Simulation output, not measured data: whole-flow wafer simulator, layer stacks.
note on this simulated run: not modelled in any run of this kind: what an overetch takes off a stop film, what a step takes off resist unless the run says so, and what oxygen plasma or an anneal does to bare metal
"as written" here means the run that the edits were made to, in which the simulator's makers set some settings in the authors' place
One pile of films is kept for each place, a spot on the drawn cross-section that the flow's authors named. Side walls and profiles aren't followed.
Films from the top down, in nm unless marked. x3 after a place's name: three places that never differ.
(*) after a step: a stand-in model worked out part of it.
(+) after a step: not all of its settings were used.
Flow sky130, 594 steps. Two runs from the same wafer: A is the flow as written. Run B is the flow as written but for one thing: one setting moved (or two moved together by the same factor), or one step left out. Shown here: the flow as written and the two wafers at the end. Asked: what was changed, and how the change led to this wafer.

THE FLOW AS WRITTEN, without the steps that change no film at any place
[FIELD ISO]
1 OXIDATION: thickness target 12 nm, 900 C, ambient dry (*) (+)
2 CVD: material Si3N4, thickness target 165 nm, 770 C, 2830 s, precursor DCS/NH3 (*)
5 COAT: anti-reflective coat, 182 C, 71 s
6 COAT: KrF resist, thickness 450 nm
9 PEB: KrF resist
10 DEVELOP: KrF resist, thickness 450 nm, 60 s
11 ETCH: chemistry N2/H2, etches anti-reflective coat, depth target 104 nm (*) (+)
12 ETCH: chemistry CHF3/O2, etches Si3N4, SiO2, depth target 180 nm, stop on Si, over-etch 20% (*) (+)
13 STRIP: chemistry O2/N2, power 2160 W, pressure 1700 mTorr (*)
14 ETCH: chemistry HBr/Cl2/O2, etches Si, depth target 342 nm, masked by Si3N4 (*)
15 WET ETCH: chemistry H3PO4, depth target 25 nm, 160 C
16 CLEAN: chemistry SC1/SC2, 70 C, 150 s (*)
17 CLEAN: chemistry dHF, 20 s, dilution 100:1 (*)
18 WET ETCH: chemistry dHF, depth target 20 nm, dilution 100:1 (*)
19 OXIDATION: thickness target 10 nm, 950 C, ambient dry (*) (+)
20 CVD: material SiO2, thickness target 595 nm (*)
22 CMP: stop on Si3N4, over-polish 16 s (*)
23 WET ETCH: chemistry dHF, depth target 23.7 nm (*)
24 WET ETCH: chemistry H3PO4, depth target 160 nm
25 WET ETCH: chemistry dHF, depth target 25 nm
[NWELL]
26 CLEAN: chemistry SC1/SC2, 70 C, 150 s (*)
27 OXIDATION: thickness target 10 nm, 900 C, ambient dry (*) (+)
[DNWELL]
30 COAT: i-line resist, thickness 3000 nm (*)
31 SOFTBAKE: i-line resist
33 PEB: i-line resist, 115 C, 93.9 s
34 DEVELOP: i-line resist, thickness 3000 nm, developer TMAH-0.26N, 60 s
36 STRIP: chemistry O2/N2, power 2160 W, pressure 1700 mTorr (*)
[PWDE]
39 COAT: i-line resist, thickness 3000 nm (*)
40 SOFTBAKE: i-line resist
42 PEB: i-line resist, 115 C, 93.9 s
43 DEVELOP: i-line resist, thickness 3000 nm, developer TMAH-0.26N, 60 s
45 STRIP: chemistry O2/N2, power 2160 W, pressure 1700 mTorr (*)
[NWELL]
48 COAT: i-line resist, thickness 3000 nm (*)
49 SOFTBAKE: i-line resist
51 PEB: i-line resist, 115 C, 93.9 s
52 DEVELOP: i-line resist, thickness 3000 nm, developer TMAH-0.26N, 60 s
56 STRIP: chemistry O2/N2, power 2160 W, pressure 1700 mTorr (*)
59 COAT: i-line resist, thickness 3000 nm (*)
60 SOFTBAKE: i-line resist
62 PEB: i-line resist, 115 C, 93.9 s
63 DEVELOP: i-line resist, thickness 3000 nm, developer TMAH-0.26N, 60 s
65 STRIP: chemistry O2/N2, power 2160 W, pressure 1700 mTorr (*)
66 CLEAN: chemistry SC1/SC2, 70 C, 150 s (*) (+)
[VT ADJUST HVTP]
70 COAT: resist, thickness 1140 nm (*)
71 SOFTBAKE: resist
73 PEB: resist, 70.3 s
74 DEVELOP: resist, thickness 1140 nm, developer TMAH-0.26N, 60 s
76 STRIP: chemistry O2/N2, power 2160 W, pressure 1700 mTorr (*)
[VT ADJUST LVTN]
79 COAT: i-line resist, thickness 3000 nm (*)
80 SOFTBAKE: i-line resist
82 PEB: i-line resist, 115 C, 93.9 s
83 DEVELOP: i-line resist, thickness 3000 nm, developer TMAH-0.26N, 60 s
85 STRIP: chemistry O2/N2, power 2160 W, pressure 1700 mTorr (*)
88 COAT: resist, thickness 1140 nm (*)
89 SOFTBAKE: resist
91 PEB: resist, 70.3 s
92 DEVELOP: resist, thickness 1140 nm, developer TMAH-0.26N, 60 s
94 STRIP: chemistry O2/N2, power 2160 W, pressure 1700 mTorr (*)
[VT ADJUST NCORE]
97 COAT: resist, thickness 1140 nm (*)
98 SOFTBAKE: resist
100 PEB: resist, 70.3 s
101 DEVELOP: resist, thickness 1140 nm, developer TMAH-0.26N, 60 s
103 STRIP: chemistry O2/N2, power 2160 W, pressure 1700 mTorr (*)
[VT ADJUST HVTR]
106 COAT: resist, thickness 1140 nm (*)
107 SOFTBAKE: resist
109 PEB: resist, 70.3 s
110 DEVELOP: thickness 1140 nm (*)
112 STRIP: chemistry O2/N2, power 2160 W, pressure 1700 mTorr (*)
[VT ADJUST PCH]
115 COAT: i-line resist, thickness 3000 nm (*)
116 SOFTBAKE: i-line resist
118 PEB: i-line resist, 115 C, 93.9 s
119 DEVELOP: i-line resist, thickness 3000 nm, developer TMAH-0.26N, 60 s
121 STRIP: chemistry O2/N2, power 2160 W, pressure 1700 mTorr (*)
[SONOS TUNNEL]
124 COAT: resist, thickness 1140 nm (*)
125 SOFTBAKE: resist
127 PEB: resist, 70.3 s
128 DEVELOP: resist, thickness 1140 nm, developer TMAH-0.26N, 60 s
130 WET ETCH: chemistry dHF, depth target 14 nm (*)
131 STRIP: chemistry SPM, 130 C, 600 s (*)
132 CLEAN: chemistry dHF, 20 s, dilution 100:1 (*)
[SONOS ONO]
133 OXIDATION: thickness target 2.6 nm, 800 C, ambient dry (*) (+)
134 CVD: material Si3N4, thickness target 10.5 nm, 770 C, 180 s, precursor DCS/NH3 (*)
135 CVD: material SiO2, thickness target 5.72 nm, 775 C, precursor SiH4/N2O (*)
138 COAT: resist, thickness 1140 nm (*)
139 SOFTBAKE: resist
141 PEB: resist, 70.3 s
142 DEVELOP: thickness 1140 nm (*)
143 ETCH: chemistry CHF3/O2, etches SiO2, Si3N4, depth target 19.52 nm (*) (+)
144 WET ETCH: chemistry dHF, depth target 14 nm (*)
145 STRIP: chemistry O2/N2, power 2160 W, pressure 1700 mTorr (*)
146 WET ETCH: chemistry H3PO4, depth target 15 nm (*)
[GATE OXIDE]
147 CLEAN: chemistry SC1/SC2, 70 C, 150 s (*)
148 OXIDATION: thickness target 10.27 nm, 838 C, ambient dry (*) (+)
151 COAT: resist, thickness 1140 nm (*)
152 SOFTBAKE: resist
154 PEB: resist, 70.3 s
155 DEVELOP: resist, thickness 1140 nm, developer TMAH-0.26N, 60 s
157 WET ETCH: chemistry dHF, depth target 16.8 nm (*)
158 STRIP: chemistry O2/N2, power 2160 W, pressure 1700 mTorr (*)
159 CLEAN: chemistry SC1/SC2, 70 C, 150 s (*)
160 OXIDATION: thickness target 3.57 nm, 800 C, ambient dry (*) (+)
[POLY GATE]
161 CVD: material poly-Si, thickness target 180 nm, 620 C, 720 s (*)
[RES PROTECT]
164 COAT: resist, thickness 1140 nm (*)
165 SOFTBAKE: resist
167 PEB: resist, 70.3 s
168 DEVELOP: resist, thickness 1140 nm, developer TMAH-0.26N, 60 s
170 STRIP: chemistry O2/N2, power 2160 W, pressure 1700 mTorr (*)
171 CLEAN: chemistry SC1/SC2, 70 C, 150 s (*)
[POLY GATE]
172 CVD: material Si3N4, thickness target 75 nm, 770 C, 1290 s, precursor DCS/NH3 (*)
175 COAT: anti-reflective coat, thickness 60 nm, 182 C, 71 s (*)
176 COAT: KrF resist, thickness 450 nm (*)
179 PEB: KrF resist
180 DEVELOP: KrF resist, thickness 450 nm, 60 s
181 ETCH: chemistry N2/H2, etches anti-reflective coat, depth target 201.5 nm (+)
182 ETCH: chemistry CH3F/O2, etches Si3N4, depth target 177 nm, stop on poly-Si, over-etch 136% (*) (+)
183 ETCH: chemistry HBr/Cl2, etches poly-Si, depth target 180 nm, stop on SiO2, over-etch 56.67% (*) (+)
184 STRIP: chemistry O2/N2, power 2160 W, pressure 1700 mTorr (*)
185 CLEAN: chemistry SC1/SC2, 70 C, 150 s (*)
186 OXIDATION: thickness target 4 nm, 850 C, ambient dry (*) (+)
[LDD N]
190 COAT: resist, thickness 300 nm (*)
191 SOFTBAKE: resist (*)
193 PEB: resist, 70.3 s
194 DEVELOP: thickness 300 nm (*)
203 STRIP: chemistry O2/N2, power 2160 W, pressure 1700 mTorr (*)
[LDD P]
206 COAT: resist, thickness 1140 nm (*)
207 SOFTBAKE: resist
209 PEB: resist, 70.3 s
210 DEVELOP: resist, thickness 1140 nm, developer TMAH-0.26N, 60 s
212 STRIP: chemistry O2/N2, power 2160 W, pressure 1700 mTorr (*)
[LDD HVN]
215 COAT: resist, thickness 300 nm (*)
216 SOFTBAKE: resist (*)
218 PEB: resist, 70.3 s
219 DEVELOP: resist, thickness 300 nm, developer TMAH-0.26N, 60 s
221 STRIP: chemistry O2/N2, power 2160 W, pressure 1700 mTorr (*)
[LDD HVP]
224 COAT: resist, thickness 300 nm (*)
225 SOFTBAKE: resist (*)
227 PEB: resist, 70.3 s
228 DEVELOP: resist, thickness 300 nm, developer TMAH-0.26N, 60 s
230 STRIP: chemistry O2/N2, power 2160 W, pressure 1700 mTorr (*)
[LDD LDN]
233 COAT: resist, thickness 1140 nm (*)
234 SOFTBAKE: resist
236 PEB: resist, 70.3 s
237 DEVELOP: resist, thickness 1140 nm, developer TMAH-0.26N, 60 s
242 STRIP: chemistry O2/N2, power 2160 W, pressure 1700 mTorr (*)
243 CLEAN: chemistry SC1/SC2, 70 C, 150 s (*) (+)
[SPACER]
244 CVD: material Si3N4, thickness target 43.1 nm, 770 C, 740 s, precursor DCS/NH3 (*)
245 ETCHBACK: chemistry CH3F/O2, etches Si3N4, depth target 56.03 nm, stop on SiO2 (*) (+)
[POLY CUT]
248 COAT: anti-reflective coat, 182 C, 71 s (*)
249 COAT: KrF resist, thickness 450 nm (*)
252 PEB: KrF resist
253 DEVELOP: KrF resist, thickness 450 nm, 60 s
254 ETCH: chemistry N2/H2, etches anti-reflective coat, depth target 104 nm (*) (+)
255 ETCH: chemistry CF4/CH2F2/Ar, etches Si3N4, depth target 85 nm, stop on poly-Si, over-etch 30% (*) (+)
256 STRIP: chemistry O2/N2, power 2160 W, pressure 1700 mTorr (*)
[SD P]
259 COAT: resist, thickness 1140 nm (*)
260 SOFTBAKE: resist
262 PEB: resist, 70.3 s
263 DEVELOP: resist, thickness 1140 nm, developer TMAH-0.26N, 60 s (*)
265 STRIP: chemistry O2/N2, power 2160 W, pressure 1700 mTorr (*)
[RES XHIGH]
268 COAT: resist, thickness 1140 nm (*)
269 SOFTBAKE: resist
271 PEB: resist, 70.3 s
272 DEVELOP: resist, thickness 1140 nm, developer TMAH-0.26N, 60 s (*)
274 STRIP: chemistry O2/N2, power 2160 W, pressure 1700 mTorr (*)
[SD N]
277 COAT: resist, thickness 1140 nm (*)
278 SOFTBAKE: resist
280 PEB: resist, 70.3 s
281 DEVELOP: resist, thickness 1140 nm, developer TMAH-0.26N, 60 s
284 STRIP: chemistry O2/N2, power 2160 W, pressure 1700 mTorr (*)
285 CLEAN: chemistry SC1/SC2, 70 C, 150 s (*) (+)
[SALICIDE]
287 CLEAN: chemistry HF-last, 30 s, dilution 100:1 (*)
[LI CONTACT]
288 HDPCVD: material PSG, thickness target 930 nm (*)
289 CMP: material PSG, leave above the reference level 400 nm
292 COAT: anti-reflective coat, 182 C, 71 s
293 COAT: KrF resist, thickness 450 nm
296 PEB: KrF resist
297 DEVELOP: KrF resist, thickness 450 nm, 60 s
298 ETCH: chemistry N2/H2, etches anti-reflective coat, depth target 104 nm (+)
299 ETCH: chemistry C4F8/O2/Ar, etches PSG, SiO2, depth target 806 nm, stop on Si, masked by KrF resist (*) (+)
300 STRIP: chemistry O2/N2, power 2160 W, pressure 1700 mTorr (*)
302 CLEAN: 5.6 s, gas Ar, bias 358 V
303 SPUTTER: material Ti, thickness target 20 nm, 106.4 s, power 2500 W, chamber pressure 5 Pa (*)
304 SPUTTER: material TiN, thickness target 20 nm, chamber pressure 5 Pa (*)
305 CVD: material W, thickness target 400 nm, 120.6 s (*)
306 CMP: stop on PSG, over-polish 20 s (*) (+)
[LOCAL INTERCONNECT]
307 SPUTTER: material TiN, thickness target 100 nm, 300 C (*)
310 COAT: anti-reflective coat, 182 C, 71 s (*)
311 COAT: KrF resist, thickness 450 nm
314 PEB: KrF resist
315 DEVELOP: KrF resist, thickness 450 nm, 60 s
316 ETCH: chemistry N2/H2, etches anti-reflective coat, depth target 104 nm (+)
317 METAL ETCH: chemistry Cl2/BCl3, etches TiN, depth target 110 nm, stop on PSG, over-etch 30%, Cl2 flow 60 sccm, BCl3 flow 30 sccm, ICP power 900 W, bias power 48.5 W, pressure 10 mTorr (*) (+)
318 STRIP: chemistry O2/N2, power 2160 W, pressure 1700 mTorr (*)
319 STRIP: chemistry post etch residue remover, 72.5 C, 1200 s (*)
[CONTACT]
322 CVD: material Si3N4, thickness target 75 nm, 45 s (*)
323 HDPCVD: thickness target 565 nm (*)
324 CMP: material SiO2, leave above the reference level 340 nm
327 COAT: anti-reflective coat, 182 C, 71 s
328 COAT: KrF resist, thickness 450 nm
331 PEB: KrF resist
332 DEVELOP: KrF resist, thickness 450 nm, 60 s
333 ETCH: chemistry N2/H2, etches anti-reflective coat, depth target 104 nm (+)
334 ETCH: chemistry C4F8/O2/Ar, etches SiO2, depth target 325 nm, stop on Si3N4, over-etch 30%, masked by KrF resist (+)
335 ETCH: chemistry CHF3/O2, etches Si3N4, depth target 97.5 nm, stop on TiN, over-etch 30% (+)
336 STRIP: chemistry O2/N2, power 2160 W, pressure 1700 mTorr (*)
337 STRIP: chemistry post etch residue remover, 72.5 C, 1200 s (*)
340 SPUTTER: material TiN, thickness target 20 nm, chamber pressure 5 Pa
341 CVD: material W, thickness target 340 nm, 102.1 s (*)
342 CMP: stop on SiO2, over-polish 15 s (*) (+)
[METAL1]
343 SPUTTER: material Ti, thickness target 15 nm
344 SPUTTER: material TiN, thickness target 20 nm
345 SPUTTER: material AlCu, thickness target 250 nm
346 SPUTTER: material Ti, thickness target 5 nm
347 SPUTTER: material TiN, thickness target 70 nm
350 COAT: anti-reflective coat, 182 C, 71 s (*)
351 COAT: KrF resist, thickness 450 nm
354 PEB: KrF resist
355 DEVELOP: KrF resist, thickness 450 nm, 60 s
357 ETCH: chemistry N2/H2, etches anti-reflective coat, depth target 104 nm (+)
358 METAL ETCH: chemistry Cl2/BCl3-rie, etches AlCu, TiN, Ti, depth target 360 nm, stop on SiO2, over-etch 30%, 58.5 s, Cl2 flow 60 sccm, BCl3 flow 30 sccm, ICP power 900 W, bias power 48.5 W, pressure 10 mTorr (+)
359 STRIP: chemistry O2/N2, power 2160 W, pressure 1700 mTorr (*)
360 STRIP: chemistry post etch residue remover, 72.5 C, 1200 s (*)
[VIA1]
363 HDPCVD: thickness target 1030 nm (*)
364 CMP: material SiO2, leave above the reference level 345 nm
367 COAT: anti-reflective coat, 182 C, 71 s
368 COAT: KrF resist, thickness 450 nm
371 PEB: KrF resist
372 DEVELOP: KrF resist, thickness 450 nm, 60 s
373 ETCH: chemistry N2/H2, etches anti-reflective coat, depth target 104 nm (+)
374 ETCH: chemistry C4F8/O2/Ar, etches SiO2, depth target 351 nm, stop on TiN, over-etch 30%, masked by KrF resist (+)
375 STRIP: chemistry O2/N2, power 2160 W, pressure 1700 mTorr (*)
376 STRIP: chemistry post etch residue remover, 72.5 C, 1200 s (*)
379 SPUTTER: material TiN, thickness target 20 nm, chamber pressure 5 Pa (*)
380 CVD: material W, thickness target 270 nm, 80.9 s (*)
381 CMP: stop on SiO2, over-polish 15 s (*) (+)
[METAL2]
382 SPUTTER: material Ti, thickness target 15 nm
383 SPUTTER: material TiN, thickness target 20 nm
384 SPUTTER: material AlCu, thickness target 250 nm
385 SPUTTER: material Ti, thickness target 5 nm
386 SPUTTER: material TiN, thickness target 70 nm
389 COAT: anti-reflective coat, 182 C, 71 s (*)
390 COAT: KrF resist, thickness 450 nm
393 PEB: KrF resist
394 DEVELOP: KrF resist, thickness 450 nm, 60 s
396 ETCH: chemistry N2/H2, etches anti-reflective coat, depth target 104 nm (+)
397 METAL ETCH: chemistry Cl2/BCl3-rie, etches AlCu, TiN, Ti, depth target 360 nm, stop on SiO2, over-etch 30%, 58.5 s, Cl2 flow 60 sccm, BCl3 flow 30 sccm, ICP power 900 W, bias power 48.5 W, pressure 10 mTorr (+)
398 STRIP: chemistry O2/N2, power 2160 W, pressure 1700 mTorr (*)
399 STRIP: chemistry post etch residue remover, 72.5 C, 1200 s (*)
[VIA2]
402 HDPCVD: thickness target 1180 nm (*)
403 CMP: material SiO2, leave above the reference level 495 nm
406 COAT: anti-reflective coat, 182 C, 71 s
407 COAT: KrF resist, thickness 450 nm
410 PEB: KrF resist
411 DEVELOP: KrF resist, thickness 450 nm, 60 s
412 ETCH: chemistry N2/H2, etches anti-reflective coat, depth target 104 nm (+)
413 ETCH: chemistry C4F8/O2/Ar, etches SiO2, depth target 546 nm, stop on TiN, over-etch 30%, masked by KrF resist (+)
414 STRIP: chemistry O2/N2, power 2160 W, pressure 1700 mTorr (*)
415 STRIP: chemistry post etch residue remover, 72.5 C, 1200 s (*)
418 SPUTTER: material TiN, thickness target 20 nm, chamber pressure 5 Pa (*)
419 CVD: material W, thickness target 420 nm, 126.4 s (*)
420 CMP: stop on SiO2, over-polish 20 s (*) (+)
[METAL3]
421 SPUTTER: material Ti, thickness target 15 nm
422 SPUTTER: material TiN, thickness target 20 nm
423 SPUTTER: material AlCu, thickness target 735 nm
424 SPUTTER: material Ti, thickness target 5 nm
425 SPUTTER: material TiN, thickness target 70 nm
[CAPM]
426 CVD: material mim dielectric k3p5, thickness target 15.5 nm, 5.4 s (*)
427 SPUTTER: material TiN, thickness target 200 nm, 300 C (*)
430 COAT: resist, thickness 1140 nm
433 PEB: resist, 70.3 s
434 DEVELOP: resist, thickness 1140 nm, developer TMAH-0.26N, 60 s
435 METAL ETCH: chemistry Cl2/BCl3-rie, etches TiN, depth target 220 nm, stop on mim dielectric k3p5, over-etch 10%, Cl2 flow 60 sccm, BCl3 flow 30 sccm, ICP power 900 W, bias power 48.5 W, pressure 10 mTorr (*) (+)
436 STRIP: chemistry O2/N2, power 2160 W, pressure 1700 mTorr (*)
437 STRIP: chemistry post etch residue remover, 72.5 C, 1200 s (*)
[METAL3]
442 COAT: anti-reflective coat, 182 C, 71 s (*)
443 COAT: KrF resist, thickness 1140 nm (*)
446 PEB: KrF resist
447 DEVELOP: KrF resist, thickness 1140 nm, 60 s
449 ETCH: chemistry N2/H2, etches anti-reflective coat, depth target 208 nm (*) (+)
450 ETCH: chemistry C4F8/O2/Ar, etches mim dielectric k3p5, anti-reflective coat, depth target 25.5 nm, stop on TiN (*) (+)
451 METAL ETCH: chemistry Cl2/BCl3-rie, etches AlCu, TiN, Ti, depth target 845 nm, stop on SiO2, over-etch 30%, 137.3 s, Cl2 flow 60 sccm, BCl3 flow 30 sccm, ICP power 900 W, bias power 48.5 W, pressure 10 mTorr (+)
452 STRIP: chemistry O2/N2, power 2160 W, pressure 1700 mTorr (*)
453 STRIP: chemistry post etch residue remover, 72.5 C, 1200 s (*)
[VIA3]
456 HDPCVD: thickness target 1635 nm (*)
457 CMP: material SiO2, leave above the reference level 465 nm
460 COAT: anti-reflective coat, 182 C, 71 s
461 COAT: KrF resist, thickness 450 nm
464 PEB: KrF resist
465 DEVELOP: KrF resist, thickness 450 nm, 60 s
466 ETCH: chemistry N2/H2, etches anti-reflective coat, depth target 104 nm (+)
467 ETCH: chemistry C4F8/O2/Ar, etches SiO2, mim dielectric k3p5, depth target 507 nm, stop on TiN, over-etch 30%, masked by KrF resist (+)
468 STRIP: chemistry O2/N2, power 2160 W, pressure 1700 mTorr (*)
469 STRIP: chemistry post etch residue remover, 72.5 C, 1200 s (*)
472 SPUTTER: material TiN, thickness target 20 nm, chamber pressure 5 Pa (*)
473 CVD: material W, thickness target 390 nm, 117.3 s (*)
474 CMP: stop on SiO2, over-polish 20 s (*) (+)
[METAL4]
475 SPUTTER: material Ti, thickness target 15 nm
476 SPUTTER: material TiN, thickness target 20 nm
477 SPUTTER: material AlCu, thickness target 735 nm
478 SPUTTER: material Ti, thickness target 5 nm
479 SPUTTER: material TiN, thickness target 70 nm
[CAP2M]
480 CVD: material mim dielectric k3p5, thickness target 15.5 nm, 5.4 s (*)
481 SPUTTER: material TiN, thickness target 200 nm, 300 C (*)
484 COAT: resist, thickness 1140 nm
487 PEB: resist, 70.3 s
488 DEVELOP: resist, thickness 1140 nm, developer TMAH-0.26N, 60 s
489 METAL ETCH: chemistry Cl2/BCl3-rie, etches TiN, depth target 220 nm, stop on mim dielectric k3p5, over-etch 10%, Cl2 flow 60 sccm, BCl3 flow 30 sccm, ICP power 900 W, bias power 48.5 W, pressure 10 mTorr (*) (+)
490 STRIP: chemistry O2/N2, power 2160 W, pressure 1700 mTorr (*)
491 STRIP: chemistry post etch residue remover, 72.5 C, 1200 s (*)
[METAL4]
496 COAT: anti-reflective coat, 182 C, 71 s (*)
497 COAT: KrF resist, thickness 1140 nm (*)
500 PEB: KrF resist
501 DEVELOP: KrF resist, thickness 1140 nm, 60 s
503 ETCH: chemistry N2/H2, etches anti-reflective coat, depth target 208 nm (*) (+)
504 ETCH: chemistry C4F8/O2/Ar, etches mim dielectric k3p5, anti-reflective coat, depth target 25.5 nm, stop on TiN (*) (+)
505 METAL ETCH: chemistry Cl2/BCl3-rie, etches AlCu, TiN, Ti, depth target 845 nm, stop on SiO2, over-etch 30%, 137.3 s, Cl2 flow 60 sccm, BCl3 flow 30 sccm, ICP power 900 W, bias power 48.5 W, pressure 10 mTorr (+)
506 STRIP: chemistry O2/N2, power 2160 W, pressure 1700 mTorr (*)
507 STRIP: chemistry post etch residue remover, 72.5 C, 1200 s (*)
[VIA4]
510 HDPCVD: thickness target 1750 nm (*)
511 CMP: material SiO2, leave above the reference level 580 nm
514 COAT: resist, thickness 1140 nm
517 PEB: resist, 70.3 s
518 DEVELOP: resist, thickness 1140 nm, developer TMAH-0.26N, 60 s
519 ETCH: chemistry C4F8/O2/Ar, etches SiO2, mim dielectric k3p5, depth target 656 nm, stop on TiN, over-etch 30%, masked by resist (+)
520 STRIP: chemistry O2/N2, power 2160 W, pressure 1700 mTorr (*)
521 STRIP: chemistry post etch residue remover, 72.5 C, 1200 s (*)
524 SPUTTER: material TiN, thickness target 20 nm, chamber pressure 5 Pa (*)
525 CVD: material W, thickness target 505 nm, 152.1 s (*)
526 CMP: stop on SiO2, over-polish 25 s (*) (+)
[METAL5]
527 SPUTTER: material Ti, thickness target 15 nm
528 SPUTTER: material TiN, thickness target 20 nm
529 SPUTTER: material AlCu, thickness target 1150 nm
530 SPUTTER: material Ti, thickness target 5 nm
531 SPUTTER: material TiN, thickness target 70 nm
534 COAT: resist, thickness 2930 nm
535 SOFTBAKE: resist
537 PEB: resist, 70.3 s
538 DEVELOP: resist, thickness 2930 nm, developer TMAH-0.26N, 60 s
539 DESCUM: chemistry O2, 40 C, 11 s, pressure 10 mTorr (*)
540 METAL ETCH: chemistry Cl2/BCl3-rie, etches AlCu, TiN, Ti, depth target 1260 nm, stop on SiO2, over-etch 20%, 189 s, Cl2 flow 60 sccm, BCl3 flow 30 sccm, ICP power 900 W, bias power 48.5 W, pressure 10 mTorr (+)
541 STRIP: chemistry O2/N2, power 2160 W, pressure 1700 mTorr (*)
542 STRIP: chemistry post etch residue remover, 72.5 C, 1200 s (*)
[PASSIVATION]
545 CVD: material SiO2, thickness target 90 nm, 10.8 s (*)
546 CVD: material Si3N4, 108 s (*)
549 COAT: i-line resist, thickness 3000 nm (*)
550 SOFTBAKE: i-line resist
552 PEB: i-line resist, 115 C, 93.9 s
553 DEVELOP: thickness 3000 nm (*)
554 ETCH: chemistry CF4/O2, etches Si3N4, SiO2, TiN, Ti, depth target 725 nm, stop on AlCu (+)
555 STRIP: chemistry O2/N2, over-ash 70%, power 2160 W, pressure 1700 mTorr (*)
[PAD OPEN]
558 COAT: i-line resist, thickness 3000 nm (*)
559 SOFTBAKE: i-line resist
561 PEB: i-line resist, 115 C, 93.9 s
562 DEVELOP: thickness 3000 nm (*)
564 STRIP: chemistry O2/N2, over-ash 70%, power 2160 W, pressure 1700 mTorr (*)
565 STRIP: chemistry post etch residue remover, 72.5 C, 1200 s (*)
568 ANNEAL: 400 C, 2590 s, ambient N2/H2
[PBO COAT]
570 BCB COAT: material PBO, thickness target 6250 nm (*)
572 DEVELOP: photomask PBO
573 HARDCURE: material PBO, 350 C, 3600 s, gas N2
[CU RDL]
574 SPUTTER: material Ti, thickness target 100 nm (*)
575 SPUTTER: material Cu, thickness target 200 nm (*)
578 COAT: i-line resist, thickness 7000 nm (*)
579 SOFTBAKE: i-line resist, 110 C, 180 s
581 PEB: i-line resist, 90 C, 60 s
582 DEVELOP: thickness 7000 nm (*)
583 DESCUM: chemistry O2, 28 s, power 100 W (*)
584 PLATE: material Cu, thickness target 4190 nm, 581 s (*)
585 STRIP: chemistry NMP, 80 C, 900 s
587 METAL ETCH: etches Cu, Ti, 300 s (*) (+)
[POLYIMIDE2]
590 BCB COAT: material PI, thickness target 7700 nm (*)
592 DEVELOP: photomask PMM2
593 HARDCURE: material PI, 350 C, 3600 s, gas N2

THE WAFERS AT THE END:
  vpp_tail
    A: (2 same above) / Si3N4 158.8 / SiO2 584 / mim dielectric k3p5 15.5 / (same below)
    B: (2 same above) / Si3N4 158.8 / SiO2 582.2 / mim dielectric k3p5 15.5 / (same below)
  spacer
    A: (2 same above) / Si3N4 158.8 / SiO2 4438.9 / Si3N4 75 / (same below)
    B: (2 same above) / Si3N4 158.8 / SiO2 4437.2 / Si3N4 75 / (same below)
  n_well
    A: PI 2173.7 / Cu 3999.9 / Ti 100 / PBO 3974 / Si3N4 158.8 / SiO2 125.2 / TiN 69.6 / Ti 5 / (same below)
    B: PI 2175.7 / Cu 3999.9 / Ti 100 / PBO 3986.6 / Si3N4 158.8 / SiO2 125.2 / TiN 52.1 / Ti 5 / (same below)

The cause: step 531, SPUTTER: thickness target 52.5 nm was run, where the flow has thickness target 70 nm.

How the change led to this, step by step:
  531 SPUTTER: material TiN, thickness target 70 nm
      field, active, n_well and 190 more: A TiN +70 (new film) | B TiN +52.5 (new film)
  540 METAL ETCH: chemistry Cl2/BCl3-rie, etches AlCu, TiN, Ti, depth target 1260 nm, stop on SiO2, over-etch 20%, 189 s, Cl2 flow 60 sccm, BCl3 flow 30 sccm, ICP power 900 W, bias power 48.5 W, pressure 10 mTorr (+)
      field, active, gate and 162 more: A TiN -70 (all of it), Ti -5 (all of it), AlCu -1150 (all of it), TiN -20 (all of it), Ti -15 (all of it), SiO2 -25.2 | B TiN -52.5 (all of it), Ti -5 (all of it), AlCu -1150 (all of it), TiN -20 (all of it), Ti -15 (all of it), SiO2 -26.9
      iso_guard__w1, vpp_iso1, mim_edge_plate and 10 more: A TiN -70 (all of it), Ti -5 (all of it), AlCu -1150 (all of it), TiN -20 (all of it), Ti -15 (all of it), SiO2 -25.2 | B TiN -52.5 (all of it), Ti -5 (all of it), AlCu -1150 (all of it), TiN -20 (all of it), Ti -15 (all of it), SiO2 -27
  550 SOFTBAKE: i-line resist
      spacer: A i-line resist -97.5 | B i-line resist -95.5
      m1: A i-line resist -101.5 | B i-line resist -99.4
      (and at 6 more places)
  554 ETCH: chemistry CF4/O2, etches Si3N4, SiO2, TiN, Ti, depth target 725 nm, stop on AlCu (+)
      field, active, n_well and 189 more: A i-line resist -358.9 | B i-line resist -341.4
      pad: A Si3N4 -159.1 (all of it), SiO2 -125.2 (all of it), TiN -69.6 (all of it), Ti -5 (all of it) | B Si3N4 -159.1 (all of it), SiO2 -125.2 (all of it), TiN -52.1 (all of it), Ti -5 (all of it)
  555 STRIP: chemistry O2/N2, over-ash 70%, power 2160 W, pressure 1700 mTorr (*)
      n_well, p_well, sd_n, sd_p: A i-line resist -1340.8 (all of it) | B i-line resist -1373.7 (all of it)
      m1: A i-line resist -1364.1 (all of it) | B i-line resist -1396.7 (all of it)
      (and at 7 more places)
  559 SOFTBAKE: i-line resist
      m1: A i-line resist -101.5 | B i-line resist -99.4
      sonos_cell: A i-line resist -99.7 | B i-line resist -97.7
      (and at 5 more places)
